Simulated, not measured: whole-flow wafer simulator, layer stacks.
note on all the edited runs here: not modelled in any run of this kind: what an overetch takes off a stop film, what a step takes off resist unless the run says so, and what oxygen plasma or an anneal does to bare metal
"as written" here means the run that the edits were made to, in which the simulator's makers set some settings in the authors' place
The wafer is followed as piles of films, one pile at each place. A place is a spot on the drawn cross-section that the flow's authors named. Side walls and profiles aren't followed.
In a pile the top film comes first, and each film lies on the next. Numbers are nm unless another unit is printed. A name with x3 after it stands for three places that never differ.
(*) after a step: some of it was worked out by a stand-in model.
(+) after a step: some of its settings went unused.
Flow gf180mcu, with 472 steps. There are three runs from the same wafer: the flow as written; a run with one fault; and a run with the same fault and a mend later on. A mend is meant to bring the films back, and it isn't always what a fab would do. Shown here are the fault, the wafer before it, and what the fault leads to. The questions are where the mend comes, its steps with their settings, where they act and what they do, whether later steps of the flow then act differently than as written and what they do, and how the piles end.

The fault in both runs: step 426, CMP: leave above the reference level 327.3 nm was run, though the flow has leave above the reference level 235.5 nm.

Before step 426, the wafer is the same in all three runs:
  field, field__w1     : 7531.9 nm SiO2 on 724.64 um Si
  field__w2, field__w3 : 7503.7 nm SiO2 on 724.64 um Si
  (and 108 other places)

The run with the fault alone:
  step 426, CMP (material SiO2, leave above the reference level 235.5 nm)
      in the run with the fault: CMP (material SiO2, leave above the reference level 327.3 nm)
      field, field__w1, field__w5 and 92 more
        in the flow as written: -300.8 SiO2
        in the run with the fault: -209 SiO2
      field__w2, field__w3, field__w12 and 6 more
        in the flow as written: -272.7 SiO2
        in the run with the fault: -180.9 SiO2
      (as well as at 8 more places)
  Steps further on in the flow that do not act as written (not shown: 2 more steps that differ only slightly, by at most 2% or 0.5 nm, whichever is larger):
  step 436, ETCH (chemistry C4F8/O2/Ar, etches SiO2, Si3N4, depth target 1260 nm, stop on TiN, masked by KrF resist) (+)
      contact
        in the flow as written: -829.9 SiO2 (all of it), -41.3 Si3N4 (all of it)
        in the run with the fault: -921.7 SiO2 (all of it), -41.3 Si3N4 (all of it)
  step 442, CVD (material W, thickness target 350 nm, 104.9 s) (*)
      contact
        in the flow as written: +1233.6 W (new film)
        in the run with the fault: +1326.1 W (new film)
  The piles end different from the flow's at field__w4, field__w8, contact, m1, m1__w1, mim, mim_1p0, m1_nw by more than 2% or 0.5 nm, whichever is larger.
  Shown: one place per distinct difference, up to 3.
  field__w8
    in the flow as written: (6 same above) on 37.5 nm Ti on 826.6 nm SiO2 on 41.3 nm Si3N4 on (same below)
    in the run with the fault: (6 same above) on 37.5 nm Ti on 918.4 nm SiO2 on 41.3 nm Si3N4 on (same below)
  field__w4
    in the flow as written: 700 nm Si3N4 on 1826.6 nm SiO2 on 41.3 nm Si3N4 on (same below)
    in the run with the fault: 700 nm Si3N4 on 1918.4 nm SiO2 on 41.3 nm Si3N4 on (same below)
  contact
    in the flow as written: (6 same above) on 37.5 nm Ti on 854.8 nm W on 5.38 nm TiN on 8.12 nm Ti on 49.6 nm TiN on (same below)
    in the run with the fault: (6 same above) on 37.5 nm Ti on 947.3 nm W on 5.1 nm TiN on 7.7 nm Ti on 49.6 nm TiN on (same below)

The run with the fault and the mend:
  The mend follows step 426.
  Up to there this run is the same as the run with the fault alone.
  step 426a, CMP (material SiO2, leave above the reference level 235.5 nm) (the flow's step 426 again)
      field, field__w1, field__w2 and 109 more
        -91.8 SiO2
  None of the later steps of the flow acts differently than as written at any place that is followed.
  At every place that both follow, the piles at the end match the flow's.
